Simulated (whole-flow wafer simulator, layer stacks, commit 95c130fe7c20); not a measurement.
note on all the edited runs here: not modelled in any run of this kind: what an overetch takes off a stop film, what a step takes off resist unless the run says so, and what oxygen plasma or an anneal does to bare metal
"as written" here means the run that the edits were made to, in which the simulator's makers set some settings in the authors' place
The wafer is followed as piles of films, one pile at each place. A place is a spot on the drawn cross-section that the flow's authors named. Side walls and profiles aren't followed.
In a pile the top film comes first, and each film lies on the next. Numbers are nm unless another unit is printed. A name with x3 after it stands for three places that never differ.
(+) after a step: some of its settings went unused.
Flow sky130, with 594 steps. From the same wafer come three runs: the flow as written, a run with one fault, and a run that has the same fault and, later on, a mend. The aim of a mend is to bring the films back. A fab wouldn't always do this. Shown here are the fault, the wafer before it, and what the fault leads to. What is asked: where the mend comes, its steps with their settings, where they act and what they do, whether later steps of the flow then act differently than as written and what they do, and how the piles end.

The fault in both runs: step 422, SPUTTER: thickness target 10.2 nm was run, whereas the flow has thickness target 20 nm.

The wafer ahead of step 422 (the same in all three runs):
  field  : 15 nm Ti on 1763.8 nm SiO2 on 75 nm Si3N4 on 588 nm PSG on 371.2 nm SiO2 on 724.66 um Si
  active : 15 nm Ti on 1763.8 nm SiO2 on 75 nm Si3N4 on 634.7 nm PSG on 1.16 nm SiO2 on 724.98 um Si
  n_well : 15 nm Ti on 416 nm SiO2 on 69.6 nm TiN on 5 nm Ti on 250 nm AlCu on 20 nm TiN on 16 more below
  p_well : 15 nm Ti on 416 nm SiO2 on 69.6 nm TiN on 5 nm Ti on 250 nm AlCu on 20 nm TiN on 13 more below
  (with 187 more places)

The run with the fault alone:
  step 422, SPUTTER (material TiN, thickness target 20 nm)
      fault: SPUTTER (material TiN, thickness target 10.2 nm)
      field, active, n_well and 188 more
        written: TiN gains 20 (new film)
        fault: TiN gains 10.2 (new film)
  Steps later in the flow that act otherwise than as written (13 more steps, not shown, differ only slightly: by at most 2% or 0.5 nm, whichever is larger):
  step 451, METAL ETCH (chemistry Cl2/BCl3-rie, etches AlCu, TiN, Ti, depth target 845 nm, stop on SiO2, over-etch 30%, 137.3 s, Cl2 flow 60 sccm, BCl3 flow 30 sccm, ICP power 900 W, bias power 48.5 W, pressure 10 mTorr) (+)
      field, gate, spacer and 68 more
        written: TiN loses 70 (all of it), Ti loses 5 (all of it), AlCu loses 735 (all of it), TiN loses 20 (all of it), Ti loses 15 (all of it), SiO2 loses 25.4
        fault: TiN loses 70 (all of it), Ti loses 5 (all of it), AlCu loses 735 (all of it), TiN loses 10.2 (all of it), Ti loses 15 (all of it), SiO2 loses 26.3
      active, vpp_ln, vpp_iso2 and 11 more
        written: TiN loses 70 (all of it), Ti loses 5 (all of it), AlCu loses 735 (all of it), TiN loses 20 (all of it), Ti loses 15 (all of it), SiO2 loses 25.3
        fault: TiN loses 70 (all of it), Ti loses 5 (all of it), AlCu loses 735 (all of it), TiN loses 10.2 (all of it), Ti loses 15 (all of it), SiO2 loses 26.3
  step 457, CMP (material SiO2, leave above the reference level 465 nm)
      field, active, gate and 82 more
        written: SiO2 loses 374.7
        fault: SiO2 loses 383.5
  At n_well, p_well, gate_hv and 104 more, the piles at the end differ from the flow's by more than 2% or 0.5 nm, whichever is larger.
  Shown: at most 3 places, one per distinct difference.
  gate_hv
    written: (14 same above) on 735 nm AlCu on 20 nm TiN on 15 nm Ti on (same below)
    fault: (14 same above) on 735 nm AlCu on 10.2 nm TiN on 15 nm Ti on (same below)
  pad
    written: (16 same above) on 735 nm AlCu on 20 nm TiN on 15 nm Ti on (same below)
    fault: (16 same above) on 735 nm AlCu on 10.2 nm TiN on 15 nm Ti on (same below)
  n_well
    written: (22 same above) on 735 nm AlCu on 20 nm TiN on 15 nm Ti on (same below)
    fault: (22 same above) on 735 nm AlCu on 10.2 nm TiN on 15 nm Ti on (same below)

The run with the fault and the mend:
  The mend follows step 422.
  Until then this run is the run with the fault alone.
  step 422a, SPUTTER (material TiN, thickness target 9.8 nm) (the flow's step 422 again, with other settings)
      field, active, n_well and 188 more
        TiN gains 9.8
  Later steps of the flow that are run all act as written at every place that is followed.
  At every place that both follow, the piles at the end match the flow's.
